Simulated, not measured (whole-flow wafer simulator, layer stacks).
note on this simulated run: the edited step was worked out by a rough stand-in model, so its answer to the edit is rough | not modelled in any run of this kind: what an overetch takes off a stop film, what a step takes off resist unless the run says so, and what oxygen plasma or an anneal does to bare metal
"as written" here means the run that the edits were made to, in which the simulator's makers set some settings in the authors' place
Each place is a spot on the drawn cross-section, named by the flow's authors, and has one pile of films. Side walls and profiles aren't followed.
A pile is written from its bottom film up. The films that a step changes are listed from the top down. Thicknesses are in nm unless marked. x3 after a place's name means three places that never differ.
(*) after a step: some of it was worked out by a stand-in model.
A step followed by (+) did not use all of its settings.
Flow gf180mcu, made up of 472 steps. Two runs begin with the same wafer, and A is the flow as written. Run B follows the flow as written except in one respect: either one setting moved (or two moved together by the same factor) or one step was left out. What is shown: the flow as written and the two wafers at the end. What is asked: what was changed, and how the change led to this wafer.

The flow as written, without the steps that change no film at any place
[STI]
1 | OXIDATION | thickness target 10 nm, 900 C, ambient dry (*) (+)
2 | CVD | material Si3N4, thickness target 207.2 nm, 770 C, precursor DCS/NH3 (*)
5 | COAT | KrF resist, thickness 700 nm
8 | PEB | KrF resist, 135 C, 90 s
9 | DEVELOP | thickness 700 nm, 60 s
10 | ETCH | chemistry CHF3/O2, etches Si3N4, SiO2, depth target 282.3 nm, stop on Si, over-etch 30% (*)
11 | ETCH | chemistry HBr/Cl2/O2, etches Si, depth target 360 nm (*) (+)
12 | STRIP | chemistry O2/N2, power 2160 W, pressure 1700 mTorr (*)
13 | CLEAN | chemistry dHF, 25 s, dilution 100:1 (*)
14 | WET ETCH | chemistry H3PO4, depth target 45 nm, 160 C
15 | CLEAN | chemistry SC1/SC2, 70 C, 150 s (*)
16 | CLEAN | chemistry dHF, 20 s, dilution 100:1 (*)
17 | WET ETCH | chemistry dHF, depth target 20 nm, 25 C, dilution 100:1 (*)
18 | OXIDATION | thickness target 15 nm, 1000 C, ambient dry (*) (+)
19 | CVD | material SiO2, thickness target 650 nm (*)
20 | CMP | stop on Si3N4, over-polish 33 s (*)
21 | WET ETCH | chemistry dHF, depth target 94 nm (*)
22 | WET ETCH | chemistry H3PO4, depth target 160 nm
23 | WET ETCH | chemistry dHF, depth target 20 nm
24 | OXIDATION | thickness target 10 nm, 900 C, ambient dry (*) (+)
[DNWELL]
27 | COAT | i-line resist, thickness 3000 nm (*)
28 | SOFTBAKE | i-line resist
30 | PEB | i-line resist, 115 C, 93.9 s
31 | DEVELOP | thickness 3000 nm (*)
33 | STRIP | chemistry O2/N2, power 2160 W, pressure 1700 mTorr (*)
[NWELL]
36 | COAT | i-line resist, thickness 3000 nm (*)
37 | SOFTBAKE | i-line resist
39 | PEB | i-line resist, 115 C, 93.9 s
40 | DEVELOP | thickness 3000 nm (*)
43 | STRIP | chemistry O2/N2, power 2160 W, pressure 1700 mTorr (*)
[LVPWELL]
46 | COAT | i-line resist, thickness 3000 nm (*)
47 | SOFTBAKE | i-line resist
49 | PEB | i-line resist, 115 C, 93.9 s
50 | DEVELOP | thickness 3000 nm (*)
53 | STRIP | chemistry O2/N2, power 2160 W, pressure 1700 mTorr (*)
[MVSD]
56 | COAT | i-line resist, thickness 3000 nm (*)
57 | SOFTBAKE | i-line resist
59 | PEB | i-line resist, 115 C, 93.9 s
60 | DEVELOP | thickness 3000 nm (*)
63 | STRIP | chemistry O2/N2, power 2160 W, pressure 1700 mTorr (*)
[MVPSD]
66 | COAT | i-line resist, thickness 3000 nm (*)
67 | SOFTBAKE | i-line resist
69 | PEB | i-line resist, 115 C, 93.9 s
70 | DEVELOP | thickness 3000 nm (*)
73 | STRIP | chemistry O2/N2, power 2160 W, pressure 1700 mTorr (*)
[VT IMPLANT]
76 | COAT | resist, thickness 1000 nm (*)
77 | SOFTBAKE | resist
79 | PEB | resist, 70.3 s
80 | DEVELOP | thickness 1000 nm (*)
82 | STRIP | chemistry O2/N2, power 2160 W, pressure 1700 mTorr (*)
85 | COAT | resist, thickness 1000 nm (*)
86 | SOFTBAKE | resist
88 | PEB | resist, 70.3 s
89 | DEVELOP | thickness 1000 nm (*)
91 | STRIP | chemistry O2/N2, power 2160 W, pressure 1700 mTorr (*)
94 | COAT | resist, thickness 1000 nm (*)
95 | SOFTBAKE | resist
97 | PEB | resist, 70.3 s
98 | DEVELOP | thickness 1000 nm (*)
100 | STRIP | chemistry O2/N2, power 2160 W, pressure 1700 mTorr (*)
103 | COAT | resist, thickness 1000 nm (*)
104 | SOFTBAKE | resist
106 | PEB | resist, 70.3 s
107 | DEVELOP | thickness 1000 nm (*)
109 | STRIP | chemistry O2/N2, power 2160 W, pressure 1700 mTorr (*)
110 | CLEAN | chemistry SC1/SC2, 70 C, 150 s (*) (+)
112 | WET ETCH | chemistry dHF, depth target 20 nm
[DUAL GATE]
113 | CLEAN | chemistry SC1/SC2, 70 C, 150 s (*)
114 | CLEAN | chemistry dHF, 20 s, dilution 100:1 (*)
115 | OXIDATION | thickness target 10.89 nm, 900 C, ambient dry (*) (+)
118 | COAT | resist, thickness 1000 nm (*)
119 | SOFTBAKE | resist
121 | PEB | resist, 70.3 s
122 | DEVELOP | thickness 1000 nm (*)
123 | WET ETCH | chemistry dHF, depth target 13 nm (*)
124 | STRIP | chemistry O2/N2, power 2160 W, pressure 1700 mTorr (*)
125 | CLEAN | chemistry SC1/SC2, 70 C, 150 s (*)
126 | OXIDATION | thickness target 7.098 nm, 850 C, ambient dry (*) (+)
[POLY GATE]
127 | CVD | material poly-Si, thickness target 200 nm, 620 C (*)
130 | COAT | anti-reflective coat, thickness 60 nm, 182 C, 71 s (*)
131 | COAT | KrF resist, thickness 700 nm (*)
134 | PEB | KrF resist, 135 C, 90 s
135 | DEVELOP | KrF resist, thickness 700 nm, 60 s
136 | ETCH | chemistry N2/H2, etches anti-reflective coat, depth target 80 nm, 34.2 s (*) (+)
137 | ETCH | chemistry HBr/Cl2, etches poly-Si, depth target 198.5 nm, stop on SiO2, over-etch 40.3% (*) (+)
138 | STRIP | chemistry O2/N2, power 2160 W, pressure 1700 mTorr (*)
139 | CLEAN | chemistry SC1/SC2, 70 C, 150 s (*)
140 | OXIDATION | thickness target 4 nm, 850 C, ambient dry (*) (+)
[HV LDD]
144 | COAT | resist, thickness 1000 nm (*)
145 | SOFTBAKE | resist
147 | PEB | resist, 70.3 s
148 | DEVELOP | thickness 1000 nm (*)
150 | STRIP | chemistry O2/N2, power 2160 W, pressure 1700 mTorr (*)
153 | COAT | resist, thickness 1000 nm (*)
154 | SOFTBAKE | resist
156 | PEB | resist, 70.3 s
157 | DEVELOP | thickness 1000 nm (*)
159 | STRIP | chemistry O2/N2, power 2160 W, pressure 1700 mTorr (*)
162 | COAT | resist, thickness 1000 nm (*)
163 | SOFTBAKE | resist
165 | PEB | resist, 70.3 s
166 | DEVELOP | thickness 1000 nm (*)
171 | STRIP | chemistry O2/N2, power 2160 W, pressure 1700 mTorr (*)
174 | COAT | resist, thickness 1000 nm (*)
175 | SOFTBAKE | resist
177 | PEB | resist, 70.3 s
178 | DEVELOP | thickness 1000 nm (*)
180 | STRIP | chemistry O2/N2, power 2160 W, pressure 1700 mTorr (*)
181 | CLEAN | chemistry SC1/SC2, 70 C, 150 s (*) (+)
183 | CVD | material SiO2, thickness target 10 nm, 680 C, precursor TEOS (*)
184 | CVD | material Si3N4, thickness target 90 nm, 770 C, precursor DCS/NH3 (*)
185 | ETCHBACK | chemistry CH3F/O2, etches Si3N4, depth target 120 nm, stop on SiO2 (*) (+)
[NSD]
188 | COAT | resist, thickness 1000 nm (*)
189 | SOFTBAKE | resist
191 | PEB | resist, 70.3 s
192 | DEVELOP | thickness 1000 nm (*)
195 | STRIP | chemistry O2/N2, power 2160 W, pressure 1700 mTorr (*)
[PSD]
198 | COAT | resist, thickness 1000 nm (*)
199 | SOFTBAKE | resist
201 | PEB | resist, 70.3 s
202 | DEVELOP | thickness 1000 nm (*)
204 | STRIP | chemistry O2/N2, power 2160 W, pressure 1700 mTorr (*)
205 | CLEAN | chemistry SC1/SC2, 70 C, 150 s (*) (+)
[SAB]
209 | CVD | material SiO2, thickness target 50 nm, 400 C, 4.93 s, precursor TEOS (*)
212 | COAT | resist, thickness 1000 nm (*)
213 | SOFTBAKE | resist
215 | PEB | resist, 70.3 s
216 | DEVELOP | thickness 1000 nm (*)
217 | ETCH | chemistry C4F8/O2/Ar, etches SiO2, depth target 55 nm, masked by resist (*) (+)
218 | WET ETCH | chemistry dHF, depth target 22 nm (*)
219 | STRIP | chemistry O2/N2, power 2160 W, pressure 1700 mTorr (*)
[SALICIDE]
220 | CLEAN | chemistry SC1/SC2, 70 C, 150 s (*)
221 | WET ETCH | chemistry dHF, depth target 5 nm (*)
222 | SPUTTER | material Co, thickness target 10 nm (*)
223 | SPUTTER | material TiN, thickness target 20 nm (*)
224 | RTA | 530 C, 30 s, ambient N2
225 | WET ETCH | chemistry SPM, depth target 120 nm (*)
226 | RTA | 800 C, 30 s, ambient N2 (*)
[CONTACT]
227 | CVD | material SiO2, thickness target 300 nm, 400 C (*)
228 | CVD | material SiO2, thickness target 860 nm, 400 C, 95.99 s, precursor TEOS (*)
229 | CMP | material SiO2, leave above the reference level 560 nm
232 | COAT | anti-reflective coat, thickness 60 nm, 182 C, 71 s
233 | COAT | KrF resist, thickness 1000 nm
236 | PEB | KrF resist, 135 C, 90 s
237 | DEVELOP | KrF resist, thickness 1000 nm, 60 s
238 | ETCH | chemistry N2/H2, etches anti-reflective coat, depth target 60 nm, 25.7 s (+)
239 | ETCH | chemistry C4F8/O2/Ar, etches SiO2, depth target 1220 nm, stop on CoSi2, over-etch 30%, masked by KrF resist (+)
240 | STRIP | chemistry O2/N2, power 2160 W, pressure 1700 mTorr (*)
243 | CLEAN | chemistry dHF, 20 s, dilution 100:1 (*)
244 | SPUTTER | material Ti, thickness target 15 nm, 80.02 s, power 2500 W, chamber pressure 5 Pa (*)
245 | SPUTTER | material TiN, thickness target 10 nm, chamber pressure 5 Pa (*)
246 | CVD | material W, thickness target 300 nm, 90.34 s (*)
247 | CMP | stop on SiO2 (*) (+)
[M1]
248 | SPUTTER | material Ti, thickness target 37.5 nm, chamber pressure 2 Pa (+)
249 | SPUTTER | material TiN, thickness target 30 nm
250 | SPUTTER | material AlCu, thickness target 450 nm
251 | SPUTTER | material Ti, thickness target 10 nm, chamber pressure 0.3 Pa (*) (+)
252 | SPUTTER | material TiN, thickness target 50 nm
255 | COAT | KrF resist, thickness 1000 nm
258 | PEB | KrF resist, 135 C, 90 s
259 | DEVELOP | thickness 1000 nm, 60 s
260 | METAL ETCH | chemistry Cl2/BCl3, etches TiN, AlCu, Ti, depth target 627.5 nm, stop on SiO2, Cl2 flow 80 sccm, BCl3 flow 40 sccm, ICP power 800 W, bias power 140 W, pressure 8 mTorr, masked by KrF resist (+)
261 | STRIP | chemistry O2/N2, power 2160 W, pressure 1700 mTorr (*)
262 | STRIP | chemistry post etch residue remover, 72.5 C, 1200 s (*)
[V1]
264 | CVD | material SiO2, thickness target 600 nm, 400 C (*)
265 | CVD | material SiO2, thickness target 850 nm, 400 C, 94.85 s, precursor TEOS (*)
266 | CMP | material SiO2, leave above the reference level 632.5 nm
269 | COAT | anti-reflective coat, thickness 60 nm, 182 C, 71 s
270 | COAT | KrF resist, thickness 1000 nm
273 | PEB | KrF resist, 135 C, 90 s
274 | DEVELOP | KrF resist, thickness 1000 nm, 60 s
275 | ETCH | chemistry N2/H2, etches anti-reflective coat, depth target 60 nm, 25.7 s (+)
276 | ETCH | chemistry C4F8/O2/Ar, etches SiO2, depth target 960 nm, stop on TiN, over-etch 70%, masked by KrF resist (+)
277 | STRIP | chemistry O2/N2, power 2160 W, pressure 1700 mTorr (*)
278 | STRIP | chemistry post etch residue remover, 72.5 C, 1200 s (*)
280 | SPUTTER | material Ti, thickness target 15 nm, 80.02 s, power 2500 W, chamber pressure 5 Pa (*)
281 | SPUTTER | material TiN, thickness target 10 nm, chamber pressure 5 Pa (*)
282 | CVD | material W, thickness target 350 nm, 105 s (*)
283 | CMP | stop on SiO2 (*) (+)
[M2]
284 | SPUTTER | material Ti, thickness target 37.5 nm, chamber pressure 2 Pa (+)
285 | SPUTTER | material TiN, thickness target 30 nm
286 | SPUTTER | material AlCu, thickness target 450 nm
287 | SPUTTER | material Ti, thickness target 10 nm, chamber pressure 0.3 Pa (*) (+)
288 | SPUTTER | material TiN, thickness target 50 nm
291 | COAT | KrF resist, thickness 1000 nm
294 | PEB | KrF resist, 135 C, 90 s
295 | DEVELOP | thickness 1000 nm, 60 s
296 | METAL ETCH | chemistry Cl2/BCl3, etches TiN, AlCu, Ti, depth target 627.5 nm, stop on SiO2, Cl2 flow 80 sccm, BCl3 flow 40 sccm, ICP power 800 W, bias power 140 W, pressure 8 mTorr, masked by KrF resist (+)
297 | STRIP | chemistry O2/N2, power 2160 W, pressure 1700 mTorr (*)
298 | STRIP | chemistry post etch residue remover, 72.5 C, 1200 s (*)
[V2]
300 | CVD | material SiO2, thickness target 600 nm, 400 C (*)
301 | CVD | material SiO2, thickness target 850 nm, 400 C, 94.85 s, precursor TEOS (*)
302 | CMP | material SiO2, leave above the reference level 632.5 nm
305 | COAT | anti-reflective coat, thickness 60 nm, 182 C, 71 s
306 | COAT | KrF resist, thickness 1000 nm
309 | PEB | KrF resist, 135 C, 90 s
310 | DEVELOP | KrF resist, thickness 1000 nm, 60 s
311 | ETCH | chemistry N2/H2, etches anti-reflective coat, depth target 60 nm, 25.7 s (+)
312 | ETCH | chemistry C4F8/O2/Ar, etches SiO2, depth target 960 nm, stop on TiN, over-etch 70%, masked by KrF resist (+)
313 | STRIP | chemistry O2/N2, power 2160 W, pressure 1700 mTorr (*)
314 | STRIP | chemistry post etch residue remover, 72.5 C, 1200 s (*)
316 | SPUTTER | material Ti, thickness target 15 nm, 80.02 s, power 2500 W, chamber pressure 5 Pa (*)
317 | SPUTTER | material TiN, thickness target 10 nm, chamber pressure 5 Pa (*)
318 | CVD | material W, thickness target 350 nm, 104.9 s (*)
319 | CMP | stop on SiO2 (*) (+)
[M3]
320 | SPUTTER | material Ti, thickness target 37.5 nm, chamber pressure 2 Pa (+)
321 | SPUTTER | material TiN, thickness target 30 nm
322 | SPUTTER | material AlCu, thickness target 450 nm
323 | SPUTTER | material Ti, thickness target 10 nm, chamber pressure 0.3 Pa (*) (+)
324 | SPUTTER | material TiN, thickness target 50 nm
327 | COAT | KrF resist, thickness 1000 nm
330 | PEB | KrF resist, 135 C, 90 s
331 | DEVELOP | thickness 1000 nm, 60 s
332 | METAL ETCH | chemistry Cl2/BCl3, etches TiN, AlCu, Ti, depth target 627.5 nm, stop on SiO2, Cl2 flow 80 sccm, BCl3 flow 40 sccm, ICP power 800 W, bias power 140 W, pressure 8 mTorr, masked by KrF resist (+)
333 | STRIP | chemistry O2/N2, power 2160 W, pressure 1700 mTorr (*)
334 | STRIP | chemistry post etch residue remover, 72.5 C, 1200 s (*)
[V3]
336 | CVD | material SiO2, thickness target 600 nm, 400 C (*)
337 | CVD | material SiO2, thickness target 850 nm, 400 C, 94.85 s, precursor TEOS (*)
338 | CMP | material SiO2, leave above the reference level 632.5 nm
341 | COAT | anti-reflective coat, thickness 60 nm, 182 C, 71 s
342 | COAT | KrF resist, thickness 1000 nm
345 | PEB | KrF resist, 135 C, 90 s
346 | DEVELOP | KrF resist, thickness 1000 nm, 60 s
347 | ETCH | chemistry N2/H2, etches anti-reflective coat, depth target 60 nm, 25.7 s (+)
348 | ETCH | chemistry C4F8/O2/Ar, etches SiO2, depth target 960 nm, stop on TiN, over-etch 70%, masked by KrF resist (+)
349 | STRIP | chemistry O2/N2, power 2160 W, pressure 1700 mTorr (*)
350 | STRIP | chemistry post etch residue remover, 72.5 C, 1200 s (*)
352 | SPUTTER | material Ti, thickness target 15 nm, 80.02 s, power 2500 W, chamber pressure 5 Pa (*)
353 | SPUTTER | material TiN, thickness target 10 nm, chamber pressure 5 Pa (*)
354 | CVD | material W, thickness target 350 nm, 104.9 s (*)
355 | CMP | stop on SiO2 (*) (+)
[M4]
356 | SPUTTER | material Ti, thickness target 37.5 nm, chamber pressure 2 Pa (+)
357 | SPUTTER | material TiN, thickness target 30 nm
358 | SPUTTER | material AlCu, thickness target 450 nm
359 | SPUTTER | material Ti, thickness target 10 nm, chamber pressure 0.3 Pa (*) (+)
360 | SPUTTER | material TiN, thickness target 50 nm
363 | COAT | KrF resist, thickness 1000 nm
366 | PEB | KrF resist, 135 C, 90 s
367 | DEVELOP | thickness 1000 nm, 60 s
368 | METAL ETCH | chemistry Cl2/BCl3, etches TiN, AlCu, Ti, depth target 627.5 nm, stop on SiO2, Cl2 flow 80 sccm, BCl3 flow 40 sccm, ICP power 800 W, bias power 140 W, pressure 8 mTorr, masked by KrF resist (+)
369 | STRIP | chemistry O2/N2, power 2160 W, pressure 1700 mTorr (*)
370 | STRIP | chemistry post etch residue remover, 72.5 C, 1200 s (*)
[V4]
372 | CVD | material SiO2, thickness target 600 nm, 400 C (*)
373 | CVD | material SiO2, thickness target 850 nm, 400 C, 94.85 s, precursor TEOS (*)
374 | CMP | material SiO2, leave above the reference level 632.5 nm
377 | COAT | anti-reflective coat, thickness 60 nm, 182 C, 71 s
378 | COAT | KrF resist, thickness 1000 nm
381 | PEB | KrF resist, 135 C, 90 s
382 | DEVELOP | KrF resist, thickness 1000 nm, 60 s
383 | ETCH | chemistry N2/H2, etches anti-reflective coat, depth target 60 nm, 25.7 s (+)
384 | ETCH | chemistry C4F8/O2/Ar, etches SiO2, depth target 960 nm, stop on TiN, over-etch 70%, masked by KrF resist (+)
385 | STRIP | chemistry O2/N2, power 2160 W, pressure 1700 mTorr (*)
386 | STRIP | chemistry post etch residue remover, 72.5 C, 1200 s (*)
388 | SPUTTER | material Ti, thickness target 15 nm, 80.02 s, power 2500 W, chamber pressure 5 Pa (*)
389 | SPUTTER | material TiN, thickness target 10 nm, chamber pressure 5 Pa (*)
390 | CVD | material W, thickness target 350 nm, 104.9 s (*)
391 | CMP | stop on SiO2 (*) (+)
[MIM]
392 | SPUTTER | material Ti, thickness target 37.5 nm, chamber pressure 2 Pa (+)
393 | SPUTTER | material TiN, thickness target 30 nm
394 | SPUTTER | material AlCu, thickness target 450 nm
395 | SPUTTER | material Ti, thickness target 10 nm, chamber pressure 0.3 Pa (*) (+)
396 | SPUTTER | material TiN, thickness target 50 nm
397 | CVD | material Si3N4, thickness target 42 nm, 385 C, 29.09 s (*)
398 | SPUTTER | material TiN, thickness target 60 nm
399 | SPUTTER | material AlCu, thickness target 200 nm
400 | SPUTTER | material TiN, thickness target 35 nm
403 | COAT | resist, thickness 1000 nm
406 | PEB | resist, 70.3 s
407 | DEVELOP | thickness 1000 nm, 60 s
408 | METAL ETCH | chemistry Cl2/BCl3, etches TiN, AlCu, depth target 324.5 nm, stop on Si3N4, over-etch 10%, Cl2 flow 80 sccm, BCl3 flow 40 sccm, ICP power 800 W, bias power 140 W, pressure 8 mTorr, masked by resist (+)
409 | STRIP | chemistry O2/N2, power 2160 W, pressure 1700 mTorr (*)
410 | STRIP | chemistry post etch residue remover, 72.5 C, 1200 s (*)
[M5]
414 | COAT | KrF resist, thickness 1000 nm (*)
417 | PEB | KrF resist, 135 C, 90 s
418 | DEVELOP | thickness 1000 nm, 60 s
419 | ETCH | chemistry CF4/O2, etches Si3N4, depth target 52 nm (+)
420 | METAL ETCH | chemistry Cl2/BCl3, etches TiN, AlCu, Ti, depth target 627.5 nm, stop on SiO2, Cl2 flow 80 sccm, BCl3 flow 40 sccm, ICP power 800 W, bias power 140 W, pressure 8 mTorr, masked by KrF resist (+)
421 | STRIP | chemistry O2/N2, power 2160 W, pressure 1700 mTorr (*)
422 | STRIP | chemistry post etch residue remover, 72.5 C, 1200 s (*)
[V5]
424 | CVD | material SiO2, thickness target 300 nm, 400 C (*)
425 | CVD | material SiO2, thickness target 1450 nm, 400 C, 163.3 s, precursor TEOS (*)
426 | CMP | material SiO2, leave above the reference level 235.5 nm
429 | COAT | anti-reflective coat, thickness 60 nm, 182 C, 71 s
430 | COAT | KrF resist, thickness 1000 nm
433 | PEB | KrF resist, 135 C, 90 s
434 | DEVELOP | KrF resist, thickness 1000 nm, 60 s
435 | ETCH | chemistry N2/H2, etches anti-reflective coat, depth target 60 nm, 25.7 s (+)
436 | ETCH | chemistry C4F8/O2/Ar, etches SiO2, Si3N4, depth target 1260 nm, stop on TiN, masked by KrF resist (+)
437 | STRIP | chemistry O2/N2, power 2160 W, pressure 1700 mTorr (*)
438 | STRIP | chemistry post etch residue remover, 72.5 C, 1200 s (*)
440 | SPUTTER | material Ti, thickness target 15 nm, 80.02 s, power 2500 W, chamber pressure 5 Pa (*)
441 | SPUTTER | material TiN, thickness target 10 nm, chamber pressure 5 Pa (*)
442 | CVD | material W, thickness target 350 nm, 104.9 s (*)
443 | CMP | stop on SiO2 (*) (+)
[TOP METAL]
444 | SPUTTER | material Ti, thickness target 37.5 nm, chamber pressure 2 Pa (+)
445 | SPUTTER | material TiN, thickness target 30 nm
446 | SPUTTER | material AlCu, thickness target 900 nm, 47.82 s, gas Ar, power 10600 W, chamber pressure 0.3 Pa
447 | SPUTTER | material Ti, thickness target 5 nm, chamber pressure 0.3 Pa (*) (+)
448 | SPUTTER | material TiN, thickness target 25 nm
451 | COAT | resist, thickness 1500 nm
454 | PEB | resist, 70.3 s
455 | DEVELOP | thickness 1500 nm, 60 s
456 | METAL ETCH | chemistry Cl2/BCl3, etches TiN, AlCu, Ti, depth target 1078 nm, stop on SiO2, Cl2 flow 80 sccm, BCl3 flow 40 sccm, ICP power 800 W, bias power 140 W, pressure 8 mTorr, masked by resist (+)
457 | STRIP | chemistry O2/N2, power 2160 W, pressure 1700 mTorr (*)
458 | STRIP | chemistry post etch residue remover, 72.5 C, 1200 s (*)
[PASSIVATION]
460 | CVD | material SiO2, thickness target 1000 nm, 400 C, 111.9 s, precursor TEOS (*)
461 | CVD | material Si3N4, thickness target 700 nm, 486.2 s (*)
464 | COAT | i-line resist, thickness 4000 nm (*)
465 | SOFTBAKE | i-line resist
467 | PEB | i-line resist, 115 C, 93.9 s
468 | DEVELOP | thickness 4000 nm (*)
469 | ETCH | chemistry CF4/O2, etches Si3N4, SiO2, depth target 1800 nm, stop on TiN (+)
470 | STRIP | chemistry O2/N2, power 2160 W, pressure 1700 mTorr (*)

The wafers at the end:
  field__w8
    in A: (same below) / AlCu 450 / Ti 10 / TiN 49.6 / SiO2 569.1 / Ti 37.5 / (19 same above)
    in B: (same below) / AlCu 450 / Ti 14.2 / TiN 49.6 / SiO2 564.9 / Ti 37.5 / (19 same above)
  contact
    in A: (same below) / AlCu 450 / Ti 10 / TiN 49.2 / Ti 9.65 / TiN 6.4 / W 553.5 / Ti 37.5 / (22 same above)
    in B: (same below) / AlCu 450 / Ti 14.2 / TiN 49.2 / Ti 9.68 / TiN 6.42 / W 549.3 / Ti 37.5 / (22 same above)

The reason: step 323, SPUTTER: thickness target 14.2 nm was run, whereas the flow has thickness target 10 nm.
The wafer itself shows it: field__w8 has Ti 14.2, and step 323 as written asks for 10 nm.

The path from the change to this, step by step:
  323 | SPUTTER | material Ti, thickness target 10 nm, chamber pressure 0.3 Pa (*) (+)
      field, field__w1, field__w2 and 108 more: A Ti gains 10 (new film) | B Ti gains 14.2 (new film)
  332 | METAL ETCH | chemistry Cl2/BCl3, etches TiN, AlCu, Ti, depth target 627.5 nm, stop on SiO2, Cl2 flow 80 sccm, BCl3 flow 40 sccm, ICP power 800 W, bias power 140 W, pressure 8 mTorr, masked by KrF resist (+)
      field, field__w1, field__w2 and 103 more: A TiN loses 50 (all of it), Ti loses 10 (all of it), AlCu loses 450 (all of it), TiN loses 30 (all of it), Ti loses 37.5 (all of it) | B TiN loses 50 (all of it), Ti loses 14.2 (all of it), AlCu loses 450 (all of it), TiN loses 30 (all of it), Ti loses 37.5 (all of it)
